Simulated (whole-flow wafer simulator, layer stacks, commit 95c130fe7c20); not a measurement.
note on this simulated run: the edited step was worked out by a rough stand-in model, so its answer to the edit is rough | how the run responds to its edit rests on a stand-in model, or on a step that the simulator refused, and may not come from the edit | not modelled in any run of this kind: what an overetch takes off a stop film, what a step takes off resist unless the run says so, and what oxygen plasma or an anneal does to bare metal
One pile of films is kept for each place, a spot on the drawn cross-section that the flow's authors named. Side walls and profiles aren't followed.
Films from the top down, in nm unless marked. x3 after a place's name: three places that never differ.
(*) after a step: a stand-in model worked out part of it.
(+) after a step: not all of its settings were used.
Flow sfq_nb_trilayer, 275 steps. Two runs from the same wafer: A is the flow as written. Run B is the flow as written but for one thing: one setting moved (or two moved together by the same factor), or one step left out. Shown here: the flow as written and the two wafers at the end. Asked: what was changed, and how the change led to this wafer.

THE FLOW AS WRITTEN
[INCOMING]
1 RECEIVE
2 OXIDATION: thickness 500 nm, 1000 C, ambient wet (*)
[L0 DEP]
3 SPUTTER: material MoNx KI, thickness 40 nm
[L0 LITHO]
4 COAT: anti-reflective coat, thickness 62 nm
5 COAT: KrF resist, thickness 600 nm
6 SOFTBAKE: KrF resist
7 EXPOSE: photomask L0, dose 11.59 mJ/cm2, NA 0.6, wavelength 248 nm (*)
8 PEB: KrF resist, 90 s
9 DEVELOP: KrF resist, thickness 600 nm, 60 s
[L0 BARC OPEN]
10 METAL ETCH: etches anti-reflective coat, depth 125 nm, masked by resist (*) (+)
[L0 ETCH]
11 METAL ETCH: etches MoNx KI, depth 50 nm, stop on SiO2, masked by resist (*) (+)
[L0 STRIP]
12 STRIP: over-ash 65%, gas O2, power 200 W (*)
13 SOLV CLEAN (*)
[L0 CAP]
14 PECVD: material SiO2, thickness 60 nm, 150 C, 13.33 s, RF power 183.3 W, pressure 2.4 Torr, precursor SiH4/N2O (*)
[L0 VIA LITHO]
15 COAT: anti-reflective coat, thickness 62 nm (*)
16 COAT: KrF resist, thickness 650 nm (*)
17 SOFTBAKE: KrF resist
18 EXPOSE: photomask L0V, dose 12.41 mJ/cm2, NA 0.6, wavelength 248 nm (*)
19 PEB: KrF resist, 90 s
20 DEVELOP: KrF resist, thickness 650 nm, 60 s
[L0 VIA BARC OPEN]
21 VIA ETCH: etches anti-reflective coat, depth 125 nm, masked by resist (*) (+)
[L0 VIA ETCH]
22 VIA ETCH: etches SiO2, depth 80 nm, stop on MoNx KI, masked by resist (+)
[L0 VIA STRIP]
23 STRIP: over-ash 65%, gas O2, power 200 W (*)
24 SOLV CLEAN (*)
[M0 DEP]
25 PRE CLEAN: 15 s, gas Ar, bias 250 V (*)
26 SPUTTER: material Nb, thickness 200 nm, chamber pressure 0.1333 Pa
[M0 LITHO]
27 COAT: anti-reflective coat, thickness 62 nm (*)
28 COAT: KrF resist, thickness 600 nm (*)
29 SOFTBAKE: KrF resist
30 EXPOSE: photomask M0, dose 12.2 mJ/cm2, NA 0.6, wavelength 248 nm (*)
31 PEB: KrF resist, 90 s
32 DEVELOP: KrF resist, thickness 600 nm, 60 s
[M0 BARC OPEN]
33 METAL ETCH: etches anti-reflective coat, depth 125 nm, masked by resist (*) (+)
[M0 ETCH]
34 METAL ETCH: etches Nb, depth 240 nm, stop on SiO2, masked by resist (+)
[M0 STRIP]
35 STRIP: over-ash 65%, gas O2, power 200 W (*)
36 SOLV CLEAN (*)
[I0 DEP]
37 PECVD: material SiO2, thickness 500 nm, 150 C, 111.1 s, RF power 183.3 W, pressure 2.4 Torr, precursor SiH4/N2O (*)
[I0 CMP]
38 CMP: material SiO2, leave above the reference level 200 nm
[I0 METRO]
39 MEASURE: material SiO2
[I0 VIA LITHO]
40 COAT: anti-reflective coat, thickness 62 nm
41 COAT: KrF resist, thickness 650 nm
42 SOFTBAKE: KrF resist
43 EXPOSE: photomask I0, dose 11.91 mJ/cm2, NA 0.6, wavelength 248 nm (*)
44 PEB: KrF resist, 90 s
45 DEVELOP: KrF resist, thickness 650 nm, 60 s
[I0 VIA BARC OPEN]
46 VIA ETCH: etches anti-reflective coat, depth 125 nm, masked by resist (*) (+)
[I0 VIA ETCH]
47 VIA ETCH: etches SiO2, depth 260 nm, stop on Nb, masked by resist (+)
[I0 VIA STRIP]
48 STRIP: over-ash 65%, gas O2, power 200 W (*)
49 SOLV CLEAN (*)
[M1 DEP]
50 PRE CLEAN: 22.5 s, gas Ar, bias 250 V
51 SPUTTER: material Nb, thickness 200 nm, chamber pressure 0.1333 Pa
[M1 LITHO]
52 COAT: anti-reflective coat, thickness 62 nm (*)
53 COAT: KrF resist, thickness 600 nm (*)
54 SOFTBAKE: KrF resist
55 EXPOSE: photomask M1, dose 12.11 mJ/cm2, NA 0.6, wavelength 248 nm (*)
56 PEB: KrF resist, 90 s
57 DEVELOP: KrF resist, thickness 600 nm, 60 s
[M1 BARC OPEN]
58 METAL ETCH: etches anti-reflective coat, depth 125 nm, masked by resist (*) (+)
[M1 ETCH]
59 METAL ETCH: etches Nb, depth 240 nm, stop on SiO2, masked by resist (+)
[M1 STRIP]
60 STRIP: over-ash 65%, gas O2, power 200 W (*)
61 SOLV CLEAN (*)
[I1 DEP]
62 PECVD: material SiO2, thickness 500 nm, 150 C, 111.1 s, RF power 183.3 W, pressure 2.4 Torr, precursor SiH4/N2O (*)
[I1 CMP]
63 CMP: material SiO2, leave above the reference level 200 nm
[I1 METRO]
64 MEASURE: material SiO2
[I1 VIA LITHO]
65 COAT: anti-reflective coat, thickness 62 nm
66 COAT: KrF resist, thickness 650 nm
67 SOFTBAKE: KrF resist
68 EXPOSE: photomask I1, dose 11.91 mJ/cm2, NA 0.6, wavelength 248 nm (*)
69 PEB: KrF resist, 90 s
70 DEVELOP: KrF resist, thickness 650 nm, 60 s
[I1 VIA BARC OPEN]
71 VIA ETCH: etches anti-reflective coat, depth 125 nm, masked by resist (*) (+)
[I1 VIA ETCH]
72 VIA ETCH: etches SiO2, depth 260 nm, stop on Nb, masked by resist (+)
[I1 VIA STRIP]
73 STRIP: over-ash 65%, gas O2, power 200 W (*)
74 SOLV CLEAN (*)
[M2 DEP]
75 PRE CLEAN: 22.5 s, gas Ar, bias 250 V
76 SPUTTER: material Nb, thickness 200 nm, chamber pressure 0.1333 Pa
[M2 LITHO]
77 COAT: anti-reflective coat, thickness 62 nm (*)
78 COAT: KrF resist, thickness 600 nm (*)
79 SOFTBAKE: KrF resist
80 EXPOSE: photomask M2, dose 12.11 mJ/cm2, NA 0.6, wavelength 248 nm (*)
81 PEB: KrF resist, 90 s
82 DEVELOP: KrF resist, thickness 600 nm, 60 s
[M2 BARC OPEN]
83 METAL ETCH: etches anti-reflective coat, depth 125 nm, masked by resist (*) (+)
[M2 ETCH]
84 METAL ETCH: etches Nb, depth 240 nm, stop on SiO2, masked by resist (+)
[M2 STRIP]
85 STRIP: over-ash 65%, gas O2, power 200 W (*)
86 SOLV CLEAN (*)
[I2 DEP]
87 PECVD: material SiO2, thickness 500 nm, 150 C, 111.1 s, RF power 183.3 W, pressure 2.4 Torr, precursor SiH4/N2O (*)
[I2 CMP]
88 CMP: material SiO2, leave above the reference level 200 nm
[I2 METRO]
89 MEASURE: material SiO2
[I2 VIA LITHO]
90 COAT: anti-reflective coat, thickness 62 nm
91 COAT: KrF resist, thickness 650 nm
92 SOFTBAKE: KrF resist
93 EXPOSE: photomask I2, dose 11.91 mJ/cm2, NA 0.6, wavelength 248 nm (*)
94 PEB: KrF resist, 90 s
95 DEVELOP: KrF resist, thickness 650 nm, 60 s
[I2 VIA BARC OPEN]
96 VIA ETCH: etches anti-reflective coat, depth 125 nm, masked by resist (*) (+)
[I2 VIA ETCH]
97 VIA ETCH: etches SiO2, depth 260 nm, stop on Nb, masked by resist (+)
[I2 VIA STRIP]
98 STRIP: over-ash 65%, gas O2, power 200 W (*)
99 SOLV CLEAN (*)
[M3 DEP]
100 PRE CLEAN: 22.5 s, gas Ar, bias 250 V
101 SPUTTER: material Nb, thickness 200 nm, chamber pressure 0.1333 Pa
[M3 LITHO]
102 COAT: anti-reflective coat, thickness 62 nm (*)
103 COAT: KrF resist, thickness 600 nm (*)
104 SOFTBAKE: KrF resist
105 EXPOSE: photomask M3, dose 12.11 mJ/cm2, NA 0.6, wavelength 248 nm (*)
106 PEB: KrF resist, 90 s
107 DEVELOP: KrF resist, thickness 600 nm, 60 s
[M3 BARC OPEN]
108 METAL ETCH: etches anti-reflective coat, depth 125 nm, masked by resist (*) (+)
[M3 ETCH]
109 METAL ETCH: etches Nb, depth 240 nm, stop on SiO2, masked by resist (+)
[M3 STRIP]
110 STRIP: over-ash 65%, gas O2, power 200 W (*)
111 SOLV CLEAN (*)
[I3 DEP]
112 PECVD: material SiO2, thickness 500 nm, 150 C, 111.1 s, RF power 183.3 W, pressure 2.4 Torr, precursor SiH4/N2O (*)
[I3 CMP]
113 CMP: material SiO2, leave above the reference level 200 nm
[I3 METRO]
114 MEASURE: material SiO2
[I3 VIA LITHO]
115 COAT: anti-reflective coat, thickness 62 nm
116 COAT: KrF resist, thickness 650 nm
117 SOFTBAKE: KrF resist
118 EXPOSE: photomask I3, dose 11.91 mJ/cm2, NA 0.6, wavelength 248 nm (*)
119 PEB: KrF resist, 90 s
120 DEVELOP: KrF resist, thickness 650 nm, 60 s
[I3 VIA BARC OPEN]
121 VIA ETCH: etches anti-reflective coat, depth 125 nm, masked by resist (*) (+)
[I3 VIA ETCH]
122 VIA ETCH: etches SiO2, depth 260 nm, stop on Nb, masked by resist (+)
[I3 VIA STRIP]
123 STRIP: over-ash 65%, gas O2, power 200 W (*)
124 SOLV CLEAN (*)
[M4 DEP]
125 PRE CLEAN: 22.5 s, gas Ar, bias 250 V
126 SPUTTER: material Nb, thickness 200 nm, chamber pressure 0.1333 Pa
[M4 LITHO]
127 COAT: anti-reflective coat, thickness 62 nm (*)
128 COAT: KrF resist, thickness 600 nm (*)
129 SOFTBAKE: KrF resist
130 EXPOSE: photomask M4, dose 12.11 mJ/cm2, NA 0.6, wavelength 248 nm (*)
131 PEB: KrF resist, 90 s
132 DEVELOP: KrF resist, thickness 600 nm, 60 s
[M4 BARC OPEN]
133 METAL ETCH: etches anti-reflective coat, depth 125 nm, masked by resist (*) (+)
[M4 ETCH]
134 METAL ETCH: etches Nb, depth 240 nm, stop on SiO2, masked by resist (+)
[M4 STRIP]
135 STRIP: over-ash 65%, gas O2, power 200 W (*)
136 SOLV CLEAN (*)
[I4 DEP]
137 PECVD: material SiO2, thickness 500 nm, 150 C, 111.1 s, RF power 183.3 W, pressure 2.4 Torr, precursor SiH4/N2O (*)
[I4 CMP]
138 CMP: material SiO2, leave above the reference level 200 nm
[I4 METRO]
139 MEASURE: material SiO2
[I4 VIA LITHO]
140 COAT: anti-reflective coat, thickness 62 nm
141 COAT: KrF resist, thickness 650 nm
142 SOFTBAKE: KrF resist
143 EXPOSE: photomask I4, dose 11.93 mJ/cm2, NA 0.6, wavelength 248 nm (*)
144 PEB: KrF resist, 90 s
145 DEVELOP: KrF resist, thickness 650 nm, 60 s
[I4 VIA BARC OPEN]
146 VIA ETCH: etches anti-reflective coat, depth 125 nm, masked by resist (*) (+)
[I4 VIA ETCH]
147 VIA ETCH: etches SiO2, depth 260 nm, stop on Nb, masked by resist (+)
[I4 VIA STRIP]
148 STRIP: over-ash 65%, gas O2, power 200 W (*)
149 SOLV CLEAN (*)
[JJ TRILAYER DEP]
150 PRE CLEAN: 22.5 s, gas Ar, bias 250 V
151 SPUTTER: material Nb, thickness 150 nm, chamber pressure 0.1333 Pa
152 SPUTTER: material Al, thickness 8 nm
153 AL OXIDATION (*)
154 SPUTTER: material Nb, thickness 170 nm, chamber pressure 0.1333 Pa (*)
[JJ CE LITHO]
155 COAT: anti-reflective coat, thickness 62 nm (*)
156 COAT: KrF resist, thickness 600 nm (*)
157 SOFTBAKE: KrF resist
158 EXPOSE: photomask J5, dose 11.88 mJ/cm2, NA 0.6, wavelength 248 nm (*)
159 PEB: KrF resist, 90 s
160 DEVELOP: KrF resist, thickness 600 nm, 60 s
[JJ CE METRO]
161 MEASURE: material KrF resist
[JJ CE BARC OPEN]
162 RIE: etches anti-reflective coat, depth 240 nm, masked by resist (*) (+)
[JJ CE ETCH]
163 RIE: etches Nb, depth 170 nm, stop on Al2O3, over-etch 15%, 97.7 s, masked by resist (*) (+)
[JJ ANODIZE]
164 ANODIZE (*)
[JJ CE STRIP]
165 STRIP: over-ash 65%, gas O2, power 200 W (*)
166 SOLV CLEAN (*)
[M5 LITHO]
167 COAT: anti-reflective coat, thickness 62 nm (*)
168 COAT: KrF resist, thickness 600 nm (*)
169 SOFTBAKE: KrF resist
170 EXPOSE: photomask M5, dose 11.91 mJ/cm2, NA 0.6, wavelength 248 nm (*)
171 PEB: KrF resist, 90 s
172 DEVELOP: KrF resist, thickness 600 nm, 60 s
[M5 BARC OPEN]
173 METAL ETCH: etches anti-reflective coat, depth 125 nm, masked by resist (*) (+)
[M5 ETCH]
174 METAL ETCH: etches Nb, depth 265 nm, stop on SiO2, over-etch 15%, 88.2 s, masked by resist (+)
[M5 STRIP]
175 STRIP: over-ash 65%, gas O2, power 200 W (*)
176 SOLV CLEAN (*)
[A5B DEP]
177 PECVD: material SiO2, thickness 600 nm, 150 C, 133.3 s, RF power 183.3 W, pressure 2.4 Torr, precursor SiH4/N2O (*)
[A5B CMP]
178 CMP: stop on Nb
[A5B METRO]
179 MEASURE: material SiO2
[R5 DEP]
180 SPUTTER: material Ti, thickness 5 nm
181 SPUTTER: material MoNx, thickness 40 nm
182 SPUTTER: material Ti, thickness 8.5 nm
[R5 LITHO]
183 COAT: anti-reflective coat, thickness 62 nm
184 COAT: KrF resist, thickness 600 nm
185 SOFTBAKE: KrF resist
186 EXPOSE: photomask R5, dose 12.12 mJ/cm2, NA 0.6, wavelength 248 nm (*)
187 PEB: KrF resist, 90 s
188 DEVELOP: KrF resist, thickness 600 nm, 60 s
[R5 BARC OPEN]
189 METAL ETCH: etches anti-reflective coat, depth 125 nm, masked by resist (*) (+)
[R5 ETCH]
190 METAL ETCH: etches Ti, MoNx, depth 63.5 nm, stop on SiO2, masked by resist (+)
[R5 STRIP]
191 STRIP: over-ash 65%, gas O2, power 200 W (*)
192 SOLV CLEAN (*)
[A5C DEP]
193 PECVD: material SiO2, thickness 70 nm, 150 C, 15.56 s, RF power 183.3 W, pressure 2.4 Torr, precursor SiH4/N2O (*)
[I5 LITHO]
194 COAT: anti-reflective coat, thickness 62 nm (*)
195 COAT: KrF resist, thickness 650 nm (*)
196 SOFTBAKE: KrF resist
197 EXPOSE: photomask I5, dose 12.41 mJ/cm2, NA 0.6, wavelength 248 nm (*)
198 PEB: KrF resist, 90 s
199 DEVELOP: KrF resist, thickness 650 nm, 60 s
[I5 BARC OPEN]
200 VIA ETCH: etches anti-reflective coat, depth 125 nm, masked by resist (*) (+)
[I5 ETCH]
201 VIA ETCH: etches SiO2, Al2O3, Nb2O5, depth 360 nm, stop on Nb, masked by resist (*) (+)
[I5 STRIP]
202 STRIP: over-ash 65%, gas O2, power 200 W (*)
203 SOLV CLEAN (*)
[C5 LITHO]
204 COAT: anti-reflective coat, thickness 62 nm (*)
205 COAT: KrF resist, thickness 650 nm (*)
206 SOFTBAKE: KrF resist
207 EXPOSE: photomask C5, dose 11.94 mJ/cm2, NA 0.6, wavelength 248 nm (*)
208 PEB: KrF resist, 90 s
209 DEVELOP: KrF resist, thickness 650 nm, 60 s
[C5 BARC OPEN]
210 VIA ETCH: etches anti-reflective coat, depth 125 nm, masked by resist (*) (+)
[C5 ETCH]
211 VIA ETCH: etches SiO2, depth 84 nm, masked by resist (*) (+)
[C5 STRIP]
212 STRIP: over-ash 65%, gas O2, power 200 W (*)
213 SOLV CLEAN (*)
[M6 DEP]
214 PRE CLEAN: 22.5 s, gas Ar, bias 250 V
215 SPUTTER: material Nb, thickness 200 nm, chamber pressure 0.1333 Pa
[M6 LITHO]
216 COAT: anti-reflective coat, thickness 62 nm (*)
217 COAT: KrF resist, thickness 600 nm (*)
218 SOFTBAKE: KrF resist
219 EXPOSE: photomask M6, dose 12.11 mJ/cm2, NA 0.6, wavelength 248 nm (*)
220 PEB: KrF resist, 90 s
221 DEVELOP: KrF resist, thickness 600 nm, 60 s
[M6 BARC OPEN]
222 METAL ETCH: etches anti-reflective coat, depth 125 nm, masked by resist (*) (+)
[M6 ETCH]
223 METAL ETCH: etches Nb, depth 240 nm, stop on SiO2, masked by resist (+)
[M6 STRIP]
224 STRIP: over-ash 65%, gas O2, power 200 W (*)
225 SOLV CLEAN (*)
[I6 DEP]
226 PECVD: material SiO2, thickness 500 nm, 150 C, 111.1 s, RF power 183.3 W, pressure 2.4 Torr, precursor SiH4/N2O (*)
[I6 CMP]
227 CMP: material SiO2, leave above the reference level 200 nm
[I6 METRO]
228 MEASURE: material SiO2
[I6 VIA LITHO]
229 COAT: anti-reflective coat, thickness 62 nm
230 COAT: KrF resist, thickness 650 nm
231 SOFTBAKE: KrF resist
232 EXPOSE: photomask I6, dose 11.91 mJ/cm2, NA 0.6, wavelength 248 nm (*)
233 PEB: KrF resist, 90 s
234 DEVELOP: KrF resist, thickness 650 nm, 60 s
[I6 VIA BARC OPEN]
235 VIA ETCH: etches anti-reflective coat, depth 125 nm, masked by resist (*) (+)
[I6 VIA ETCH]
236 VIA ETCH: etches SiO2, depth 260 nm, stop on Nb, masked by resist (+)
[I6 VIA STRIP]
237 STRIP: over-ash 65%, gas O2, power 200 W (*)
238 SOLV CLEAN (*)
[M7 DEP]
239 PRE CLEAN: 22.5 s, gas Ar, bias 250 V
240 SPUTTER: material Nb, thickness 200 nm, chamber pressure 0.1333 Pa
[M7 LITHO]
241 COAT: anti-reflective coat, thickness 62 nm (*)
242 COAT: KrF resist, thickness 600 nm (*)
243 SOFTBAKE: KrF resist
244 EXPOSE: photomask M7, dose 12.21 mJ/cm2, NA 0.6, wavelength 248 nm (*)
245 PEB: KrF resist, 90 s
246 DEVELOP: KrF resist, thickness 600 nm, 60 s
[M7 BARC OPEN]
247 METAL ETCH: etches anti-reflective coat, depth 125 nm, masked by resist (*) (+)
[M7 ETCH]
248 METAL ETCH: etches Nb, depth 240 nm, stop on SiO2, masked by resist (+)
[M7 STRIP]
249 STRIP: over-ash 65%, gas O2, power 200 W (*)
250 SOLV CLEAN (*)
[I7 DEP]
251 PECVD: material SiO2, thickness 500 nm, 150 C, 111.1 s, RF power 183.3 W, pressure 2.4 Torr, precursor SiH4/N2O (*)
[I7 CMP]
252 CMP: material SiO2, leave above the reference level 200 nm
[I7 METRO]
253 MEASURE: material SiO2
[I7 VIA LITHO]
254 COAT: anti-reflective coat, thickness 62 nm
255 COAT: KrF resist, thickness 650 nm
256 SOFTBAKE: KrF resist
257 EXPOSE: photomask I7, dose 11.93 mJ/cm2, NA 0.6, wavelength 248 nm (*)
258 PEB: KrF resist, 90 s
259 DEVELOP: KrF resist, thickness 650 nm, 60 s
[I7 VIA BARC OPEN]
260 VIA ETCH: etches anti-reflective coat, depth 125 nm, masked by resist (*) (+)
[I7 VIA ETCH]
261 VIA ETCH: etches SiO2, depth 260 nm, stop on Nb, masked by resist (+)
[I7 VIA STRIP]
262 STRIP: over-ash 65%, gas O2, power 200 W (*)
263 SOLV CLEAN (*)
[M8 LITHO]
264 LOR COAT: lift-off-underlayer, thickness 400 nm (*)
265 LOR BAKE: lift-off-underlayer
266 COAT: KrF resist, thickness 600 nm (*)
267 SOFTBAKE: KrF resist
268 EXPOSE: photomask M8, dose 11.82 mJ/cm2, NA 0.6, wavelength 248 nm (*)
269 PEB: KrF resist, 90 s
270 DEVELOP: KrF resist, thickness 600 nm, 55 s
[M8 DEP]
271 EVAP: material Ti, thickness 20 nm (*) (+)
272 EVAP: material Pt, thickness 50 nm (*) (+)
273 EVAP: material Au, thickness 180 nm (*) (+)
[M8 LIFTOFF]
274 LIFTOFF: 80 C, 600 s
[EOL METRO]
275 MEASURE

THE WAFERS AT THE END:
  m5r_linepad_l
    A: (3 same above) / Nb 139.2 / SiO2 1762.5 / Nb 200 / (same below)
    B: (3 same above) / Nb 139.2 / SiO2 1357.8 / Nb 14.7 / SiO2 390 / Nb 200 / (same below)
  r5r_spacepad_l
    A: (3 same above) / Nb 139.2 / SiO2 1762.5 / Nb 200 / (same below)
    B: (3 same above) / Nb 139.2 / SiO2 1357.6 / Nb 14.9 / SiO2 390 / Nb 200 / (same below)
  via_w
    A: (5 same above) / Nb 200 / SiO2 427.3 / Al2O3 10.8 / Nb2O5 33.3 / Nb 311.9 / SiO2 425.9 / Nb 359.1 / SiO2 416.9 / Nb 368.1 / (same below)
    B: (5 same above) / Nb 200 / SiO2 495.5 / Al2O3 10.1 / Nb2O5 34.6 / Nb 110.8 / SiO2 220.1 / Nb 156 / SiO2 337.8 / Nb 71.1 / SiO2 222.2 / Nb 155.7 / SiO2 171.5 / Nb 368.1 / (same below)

The cause: step 62, PECVD: thickness 205 nm was run, where the flow has thickness 500 nm; step 62, PECVD: 45.56 s was run, where the flow has 111.1 s.

How the change led to this, step by step:
  62 PECVD: material SiO2, thickness 500 nm, 150 C, 111.1 s, RF power 183.3 W, pressure 2.4 Torr, precursor SiH4/N2O (*)
      field_l, be, be_sur and 72 more: A SiO2 +500 | B SiO2 +205
      v_sur, via_wl, via_wr and 20 more: A SiO2 +500 (new film) | B SiO2 +205 (new film)
      (and at 8 more places)
  63 CMP: material SiO2, leave above the reference level 200 nm
      field_l, be, be_sur and 72 more: A SiO2 -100 | B nothing
      lsp_m, ln_m6, lsp_r, l0_sur, l0v: A SiO2 -94.9 | B nothing
      (and at 26 more places)
  65 COAT: anti-reflective coat, thickness 62 nm
      jj_sur, r_sur, res, p3_l3, p3_l5, p3_l6, m8r_pad_w: A anti-reflective coat +62 (new film) | B anti-reflective coat +64.2 (new film)
      gap, p3_s3, p3_l4, p3_s4: A anti-reflective coat +62 (new film) | B anti-reflective coat +64.1 (new film)
      (and at 79 more places)
  66 COAT: KrF resist, thickness 650 nm
      m0r_line_l, m6r_line_l, m7r_line_l: A KrF resist +650 (new film) | B KrF resist +686.8 (new film)
      m0r_space_l, m6r_space_l, m7r_space_l: A KrF resist +650 (new film) | B KrF resist +676.2 (new film)
      (and at 68 more places)
  70 DEVELOP: KrF resist, thickness 650 nm, 60 s
      via_v: A KrF resist -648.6 (all of it) | B KrF resist -579.1 (all of it)
  71 VIA ETCH: etches anti-reflective coat, depth 125 nm, masked by resist (*) (+)
      field_l, v_sur, via_wl and 102 more: A KrF resist -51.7 | B KrF resist -38.9
      via_v: A anti-reflective coat -62 (all of it), SiO2 -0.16 | B anti-reflective coat -46.7 (all of it), SiO2 -0.12
  73 STRIP: over-ash 65%, gas O2, power 200 W (*)
      m0r_line_l, m6r_line_l, m7r_line_l: A KrF resist -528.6 (all of it), anti-reflective coat -62 (all of it) | B KrF resist -578.1 (all of it), anti-reflective coat -61.4 (all of it)
      m0r_space_l, m6r_space_l, m7r_space_l: A KrF resist -528.6 (all of it), anti-reflective coat -62 (all of it) | B KrF resist -567.5 (all of it), anti-reflective coat -81.8 (all of it)
      (and at 99 more places)
  76 SPUTTER: material Nb, thickness 200 nm, chamber pressure 0.1333 Pa
      lsp_m, ln_m6, lsp_r, l0_sur, l0v: A Nb +200 (new film) | B Nb +194.5 (new film)
      be, lsp_l: A Nb +200 (new film) | B Nb +175.1 (new film)
      (and at 1 more place)
  77 COAT: anti-reflective coat, thickness 62 nm (*)
      m0r_space_l, m0r_space_r, m6r_space_l, m6r_space_r, m7r_space_l, m7r_space_r: A anti-reflective coat +62 (new film) | B anti-reflective coat +81.9 (new film)
      wl_a_sr, wl_b_sl, wl_b_m5, wl_b_sr: A anti-reflective coat +62 (new film) | B anti-reflective coat +58 (new film)
      (and at 80 more places)
  78 COAT: KrF resist, thickness 600 nm (*)
      m0r_space_l, m0r_space_r, m5r_space_l, m5r_space_r, m6r_space_l, m6r_space_r, m7r_space_l, m7r_space_r: A KrF resist +600 (new film) | B KrF resist +626.1 (new film)
      m0r_line_l, m0r_line_r, m6r_line_l, m6r_line_r, m7r_line_l, m7r_line_r: A KrF resist +600 (new film) | B KrF resist +636 (new film)
      (and at 63 more places)
  82 DEVELOP: KrF resist, thickness 600 nm, 60 s
      m0r_space_l, m0r_space_r, m5r_space_l, m5r_space_r, m6r_space_l, m6r_space_r, m7r_space_l, m7r_space_r: A KrF resist -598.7 (all of it) | B KrF resist -624.8 (all of it)
      m0r_line_l, m0r_line_r, m6r_line_l, m6r_line_r, m7r_line_l, m7r_line_r: A KrF resist -598.7 (all of it) | B KrF resist -634.7 (all of it)
      (and at 41 more places)
  83 METAL ETCH: etches anti-reflective coat, depth 125 nm, masked by resist (*) (+)
      m5r_linepad_l, m5r_linepad_r, r5r_spacepad_l, r5r_spacepad_r, m8r_pad_l, m8r_pad_r: A anti-reflective coat -62 (all of it) | B anti-reflective coat -125
      v_sur, via_wl, via_w and 19 more: A KrF resist -51.7 | B KrF resist -69.4
      (and at 62 more places)
  84 METAL ETCH: etches Nb, depth 240 nm, stop on SiO2, masked by resist (+)
      m5r_linepad_l, m5r_linepad_r: A Nb -200 (all of it) | B anti-reflective coat -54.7 (all of it), Nb -185.3
      r5r_spacepad_l, r5r_spacepad_r: A Nb -200 (all of it) | B anti-reflective coat -54.9 (all of it), Nb -185.1
      (and at 9 more places)
  85 STRIP: over-ash 65%, gas O2, power 200 W (*)
      wl_a_sr, wl_b_m5: A KrF resist -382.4 (all of it), anti-reflective coat -62 (all of it) | B KrF resist -347 (all of it), anti-reflective coat -58 (all of it)
      v_sur: A KrF resist -380 (all of it), anti-reflective coat -61.4 (all of it) | B KrF resist -264 (all of it), anti-reflective coat -37.2 (all of it)
      (and at 19 more places)
  87 PECVD: material SiO2, thickness 500 nm, 150 C, 111.1 s, RF power 183.3 W, pressure 2.4 Torr, precursor SiH4/N2O (*)
      m5r_linepad_l, m5r_linepad_r, r5r_spacepad_l, r5r_spacepad_r: A SiO2 +500 | B SiO2 +500 (new film)
      wl_d_sl, wl_d_sr: A SiO2 +500 | B SiO2 +582.8
      (and at 1 more place)
  88 CMP: material SiO2, leave above the reference level 200 nm
      field_l, be, be_sur and 79 more: A SiO2 -100 | B nothing
      via_w: A SiO2 -300 | B SiO2 -157.1
  ... 42 more steps ...
  178 CMP: stop on Nb
      via_w: A SiO2 -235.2 | B SiO2 -226.5
Counting metal films that touch as one body, m5r_linepad_l has 3 bodies (between them, from the top down: SiO2 1357.8; SiO2 390); the flow as written gives 2 bodies (between them, from the top down: SiO2 1762.5).
Counting metal films that touch as one body, r5r_spacepad_l has 3 bodies (between them, from the top down: SiO2 1357.6; SiO2 390); the flow as written gives 2 bodies (between them, from the top down: SiO2 1762.5).
Counting metal films that touch as one body, via_w has 7 bodies (between them, from the top down: SiO2 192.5; SiO2 495.5 / Al2O3 10.1 / Nb2O5 34.6; SiO2 220.1; SiO2 337.8; SiO2 222.2; SiO2 171.5); the flow as written gives 5 bodies (between them, from the top down: SiO2 192.5; SiO2 427.3 / Al2O3 10.8 / Nb2O5 33.3; SiO2 425.9; SiO2 416.9).
